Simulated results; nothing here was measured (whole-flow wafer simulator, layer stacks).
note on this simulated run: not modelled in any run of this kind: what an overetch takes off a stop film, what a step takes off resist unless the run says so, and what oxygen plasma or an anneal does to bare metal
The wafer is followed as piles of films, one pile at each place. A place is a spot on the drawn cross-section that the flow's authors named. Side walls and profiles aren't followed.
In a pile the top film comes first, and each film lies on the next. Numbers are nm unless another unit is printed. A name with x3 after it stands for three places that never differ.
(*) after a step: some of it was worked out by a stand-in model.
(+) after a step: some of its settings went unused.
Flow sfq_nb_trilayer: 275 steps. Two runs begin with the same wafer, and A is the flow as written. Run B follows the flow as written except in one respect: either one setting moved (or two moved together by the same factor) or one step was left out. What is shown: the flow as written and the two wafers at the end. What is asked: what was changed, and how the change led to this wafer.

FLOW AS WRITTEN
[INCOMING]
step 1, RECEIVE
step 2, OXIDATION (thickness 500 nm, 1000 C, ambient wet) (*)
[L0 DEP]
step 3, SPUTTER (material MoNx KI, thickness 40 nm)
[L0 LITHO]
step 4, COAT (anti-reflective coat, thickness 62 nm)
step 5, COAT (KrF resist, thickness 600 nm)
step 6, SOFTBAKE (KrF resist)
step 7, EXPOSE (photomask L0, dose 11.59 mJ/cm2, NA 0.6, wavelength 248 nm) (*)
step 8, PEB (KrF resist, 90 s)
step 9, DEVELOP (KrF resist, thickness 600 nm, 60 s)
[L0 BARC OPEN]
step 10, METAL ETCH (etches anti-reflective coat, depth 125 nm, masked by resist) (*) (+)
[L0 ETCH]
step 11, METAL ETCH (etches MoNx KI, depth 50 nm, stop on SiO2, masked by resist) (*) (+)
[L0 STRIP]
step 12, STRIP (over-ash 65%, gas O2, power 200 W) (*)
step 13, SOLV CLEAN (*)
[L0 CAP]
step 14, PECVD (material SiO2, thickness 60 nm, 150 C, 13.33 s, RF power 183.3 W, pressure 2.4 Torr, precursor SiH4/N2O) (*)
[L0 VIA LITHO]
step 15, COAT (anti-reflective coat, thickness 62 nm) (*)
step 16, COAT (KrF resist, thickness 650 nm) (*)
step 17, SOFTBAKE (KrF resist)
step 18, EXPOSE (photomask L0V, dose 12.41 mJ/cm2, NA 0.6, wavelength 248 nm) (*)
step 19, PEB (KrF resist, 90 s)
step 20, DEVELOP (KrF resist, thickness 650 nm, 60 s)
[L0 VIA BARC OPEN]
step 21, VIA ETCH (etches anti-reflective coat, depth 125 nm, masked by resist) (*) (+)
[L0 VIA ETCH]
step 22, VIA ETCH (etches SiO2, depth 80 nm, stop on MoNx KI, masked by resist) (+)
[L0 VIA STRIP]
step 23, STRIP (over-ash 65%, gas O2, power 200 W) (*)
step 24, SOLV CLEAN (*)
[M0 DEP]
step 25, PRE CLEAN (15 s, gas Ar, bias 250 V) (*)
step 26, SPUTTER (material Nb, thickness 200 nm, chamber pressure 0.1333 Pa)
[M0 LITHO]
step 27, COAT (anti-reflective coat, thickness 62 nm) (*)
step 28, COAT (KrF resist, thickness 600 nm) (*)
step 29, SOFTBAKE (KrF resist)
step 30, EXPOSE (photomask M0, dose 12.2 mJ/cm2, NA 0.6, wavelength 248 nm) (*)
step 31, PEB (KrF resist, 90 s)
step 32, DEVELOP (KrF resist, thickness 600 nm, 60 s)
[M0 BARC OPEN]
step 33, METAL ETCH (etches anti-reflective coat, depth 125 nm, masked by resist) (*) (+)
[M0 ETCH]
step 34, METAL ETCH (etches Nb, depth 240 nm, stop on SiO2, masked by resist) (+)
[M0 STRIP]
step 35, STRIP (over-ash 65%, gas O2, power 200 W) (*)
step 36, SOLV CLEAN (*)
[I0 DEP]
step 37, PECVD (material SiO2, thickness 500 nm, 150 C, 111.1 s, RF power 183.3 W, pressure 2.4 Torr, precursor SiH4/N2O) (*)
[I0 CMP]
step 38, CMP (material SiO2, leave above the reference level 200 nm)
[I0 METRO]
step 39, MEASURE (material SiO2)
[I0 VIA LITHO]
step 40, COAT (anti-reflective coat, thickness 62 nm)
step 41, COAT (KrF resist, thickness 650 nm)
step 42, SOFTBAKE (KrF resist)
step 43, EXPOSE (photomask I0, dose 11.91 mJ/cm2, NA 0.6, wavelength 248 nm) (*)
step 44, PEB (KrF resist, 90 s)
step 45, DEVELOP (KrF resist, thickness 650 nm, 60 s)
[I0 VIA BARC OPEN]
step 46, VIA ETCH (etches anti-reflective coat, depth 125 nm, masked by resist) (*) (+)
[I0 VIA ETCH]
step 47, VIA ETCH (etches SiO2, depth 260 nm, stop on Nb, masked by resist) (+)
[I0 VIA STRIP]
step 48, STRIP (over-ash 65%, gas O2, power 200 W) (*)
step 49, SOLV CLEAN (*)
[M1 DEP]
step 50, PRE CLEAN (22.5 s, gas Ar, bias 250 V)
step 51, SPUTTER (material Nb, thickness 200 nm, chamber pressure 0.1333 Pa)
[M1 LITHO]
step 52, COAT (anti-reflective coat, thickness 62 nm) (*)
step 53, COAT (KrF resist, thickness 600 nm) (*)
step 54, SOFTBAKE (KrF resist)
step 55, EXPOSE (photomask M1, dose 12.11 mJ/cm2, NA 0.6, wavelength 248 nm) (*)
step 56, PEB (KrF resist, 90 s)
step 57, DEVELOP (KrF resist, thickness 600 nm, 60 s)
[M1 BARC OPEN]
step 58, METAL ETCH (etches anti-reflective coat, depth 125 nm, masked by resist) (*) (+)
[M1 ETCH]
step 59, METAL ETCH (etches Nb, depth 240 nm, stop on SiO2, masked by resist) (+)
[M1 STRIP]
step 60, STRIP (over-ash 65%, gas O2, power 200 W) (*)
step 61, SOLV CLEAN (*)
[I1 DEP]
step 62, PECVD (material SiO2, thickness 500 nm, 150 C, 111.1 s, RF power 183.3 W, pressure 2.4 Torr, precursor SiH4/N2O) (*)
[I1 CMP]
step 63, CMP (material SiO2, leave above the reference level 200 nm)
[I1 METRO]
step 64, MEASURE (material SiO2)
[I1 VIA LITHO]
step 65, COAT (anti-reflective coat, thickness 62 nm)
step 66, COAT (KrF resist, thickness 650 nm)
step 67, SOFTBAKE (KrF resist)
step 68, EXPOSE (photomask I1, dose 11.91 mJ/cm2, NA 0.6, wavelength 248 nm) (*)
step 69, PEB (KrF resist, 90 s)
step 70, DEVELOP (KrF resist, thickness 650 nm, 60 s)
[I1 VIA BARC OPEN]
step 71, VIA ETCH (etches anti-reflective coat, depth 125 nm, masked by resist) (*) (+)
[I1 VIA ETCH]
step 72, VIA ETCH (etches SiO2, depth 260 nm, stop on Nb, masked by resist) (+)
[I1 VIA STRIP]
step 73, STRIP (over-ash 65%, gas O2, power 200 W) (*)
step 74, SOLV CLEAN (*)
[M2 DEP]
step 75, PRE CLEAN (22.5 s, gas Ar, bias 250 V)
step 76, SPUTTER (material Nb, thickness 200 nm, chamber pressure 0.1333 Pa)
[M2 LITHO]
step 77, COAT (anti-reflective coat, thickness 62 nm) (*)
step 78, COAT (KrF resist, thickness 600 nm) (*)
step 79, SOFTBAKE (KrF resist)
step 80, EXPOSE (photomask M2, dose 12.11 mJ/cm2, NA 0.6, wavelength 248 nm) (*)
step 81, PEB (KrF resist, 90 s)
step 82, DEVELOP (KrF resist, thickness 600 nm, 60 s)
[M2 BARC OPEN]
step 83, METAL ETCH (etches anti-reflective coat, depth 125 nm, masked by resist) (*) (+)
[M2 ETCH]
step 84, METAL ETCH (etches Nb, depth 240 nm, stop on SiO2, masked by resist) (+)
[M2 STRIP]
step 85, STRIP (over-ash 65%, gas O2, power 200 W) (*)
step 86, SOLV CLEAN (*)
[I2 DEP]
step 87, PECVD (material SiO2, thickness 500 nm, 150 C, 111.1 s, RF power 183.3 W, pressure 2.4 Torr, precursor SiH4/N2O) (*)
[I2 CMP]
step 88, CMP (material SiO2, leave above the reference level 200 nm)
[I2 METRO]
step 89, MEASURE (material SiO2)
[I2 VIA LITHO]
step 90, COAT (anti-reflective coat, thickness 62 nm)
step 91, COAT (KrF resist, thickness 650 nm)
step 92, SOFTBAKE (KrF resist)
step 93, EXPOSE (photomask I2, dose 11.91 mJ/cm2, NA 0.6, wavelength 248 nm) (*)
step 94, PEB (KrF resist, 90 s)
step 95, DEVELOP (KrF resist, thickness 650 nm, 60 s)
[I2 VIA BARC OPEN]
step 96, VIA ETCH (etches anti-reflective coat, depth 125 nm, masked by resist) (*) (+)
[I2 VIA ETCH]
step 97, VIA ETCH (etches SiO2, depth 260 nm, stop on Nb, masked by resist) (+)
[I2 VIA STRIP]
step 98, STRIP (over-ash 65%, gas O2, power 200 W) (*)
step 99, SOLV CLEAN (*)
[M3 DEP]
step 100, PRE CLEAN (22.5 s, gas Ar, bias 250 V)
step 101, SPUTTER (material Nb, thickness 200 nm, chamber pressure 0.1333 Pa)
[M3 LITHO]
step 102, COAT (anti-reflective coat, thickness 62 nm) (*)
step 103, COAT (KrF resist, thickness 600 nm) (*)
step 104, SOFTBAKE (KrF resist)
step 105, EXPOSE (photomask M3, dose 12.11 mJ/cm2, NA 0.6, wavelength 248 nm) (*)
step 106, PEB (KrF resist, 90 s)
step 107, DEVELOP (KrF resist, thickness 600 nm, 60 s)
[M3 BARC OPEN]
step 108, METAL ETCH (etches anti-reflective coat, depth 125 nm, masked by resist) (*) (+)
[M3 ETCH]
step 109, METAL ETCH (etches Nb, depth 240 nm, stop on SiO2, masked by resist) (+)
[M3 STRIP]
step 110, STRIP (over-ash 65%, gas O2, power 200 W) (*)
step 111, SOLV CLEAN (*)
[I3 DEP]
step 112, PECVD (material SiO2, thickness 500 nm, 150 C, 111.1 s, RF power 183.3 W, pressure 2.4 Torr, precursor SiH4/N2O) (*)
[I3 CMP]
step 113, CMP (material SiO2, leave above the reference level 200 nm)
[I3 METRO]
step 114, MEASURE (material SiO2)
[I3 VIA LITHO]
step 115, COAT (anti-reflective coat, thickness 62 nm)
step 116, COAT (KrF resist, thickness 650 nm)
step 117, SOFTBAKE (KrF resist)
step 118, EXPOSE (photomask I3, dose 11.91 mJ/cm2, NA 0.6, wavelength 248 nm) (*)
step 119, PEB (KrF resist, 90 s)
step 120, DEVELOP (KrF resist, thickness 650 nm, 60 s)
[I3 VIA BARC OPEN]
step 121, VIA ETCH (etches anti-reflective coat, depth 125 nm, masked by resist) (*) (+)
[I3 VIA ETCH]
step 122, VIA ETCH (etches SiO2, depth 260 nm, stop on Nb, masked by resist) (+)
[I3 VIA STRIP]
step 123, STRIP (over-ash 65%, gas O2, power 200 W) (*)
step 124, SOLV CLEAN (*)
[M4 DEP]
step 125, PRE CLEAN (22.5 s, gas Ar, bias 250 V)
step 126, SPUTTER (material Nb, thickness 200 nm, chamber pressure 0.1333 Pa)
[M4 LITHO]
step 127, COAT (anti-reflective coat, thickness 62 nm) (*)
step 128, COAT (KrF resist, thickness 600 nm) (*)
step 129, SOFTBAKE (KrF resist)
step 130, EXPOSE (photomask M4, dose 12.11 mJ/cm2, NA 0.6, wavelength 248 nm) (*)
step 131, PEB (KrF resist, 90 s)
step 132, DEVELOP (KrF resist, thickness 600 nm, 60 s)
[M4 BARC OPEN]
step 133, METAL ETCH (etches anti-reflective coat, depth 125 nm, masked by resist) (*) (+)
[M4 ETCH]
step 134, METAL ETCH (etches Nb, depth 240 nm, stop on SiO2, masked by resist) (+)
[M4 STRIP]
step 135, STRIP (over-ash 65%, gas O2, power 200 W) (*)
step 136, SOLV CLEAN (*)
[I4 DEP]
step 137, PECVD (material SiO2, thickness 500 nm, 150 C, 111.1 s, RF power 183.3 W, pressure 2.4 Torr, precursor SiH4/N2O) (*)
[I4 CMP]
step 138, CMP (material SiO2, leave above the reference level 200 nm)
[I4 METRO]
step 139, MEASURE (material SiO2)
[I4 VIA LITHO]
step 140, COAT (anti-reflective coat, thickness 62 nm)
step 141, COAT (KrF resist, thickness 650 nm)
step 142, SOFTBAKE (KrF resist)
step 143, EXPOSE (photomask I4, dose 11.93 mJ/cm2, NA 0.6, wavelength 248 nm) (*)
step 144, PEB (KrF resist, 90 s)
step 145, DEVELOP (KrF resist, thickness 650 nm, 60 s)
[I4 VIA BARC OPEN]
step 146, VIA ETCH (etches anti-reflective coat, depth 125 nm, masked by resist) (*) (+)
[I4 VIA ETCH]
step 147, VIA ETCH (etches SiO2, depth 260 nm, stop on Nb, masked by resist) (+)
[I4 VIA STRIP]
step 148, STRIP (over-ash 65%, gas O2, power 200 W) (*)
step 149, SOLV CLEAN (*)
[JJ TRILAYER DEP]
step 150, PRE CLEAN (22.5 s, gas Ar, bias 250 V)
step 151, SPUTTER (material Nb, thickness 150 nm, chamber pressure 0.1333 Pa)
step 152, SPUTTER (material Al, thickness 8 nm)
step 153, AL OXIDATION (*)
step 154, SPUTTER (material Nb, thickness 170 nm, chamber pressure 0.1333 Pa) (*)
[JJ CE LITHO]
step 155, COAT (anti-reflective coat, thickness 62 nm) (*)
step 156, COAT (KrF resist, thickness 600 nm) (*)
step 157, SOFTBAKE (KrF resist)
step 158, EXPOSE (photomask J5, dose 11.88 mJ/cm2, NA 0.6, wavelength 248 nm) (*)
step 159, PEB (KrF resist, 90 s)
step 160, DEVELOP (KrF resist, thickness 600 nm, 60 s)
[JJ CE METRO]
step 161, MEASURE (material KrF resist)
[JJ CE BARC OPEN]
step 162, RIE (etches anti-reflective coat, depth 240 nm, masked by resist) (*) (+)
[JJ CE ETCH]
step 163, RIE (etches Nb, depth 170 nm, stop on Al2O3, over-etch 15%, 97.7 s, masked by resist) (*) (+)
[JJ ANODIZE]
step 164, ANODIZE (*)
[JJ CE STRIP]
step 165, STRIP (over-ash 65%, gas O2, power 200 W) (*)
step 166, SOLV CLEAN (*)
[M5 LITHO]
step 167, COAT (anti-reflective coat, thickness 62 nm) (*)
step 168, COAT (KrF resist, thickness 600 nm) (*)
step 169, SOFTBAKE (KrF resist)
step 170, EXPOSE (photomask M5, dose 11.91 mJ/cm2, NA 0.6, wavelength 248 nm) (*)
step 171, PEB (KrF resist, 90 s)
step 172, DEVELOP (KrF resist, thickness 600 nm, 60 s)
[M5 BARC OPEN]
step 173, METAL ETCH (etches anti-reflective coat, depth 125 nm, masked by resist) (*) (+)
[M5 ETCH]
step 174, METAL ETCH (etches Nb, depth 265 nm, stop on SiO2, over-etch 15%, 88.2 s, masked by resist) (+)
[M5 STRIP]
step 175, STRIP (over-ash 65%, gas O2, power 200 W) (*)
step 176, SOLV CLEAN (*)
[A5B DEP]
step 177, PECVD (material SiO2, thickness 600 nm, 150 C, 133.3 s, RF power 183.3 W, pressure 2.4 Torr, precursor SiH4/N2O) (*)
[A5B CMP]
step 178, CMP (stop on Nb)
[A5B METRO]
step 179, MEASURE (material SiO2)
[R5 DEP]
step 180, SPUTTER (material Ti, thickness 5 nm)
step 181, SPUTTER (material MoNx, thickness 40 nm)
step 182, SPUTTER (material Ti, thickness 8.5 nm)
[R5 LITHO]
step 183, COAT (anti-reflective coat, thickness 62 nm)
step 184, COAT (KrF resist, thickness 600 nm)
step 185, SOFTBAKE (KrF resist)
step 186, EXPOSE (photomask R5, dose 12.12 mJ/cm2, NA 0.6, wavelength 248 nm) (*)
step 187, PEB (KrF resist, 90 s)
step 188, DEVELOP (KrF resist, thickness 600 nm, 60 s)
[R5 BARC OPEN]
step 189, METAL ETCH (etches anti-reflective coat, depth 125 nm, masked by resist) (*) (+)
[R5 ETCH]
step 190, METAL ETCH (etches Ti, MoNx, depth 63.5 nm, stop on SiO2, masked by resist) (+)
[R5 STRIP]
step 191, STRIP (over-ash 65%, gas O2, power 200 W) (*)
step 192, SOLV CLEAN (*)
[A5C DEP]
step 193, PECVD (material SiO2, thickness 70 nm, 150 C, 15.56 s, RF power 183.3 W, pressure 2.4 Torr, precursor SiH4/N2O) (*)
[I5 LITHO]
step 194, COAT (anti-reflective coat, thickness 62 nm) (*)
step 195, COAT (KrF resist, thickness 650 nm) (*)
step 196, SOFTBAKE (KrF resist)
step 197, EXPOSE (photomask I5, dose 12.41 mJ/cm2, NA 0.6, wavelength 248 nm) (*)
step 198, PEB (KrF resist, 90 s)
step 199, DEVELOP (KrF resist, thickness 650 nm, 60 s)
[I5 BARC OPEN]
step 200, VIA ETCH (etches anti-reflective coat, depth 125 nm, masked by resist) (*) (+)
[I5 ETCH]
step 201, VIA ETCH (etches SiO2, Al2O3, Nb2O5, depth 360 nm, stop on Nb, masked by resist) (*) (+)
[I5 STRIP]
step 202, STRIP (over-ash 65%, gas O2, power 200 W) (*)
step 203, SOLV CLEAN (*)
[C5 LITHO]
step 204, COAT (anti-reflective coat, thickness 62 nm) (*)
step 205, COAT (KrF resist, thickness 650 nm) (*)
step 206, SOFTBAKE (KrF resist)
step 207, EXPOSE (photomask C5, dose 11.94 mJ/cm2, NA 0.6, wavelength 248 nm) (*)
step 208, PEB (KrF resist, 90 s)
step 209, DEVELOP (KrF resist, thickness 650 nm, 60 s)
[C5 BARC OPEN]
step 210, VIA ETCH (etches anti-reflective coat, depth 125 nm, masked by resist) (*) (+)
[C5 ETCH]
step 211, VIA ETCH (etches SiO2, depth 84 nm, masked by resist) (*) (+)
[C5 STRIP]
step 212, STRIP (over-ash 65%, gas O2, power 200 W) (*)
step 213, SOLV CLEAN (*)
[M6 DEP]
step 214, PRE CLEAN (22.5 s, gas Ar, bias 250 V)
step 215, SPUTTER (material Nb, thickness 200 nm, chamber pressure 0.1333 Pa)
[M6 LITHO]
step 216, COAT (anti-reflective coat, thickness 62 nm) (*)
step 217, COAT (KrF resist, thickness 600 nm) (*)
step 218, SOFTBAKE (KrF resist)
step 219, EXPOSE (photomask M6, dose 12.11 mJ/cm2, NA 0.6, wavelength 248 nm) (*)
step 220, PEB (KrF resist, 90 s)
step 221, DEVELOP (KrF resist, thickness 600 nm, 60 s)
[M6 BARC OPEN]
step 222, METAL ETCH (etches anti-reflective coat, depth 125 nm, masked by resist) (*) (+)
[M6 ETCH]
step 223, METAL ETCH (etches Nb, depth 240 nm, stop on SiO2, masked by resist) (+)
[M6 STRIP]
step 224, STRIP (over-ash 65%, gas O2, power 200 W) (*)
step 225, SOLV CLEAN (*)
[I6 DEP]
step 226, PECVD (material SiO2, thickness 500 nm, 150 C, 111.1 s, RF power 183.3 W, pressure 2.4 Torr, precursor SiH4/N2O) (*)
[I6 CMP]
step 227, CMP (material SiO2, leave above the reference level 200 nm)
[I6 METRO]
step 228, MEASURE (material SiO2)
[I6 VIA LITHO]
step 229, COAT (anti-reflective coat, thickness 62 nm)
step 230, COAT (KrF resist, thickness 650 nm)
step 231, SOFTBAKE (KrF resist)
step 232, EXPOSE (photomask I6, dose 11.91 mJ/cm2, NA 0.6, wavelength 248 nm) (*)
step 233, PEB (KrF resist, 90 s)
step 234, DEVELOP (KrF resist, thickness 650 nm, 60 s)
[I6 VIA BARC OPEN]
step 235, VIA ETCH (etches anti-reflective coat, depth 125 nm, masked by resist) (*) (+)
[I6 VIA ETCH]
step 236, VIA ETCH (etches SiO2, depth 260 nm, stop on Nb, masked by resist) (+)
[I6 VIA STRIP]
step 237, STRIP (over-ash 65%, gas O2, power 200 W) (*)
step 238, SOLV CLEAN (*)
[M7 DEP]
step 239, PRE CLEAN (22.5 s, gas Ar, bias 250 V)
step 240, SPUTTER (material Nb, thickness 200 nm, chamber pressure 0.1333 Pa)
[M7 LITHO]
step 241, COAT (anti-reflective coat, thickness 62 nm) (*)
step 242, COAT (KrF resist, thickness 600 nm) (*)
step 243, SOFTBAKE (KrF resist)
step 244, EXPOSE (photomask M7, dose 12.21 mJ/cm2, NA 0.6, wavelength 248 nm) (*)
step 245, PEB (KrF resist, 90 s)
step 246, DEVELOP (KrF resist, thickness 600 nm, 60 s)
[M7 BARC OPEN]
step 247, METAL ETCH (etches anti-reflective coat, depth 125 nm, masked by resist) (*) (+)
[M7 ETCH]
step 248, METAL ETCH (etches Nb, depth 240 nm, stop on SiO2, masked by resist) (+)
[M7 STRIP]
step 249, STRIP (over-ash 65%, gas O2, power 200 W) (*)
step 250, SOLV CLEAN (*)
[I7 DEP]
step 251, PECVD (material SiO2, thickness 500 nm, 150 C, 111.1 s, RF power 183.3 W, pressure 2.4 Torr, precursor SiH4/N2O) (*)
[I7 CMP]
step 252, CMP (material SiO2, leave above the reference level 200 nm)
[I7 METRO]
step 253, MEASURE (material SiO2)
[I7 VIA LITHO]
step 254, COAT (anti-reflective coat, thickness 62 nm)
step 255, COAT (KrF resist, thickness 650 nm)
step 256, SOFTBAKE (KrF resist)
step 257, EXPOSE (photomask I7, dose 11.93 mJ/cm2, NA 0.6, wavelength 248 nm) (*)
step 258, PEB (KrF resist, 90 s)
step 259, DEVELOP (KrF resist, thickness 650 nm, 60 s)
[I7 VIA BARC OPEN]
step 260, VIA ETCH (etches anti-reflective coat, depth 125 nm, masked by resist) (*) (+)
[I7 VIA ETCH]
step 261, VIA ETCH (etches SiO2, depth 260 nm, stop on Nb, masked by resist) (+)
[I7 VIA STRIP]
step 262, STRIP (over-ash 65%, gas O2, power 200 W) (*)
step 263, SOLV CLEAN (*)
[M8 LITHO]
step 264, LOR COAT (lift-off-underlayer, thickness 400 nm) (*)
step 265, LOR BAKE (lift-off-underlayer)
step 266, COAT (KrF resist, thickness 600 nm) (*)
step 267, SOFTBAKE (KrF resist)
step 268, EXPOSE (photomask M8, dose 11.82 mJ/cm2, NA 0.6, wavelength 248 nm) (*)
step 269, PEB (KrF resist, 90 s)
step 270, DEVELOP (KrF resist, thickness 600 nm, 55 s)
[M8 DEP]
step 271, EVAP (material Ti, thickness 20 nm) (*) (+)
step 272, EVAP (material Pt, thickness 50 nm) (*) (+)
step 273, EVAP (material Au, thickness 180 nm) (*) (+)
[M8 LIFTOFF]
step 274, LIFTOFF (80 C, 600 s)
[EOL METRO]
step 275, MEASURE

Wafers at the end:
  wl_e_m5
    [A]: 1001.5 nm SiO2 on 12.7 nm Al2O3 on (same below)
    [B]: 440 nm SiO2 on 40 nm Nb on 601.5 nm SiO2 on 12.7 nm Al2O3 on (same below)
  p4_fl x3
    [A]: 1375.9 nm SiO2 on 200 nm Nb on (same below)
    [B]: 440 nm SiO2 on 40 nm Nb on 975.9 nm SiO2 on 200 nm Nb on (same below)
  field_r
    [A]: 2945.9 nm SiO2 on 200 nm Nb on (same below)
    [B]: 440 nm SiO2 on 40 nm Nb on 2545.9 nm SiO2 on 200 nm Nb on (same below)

The reason: step 240, SPUTTER: thickness 280 nm was run, though the flow has thickness 200 nm.

Step by step, how the change led to this:
  step 240, SPUTTER (material Nb, thickness 200 nm, chamber pressure 0.1333 Pa)
      field_l, v_sur, via_wl and 102 more: A Nb gains 200 (new film) | B Nb gains 280 (new film)
      via_v: A Nb gains 161.1 | B Nb gains 226
  step 248, METAL ETCH (etches Nb, depth 240 nm, stop on SiO2, masked by resist) (+)
      field_l, field_r, lsp_l and 62 more: A Nb loses 200 (all of it) | B Nb loses 240
  step 251, PECVD (material SiO2, thickness 500 nm, 150 C, 111.1 s, RF power 183.3 W, pressure 2.4 Torr, precursor SiH4/N2O) (*)
      field_l, p4_fl x3, p4_w1 x9 and 46 more: A SiO2 gains 500 | B SiO2 gains 500 (new film)
      field_r, lsp_l: A SiO2 gains 477.7 | B SiO2 gains 473.2 (new film)
      (as well as at 4 more places)
  step 252, CMP (material SiO2, leave above the reference level 200 nm)
      field_l, p4_fl x3, p4_w1 x9 and 46 more: A SiO2 loses 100 | B SiO2 loses 60
      field_r, lsp_l: A SiO2 loses 77.7 | B SiO2 loses 33.2
      (as well as at 3 more places)
If metal films that touch count as one body, wl_e_m5 has 7 bodies (between them, from the top down: SiO2 601.5 / Al2O3 12.7 / Nb2O5 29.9; SiO2 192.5; SiO2 192.5; SiO2 192.5; SiO2 192.5; SiO2 192.5); the flow as written gives 6 bodies (between them, from the top down: SiO2 192.5; SiO2 192.5; SiO2 192.5; SiO2 192.5; SiO2 192.5).
If metal films that touch count as one body, p4_fl x3 has 3 bodies (between them, from the top down: SiO2 975.9; SiO2 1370); the flow as written gives 2 bodies (between them, from the top down: SiO2 1370).
If metal films that touch count as one body, field_r has 2 bodies (between them, from the top down: SiO2 2545.9); the flow as written gives 1 body.
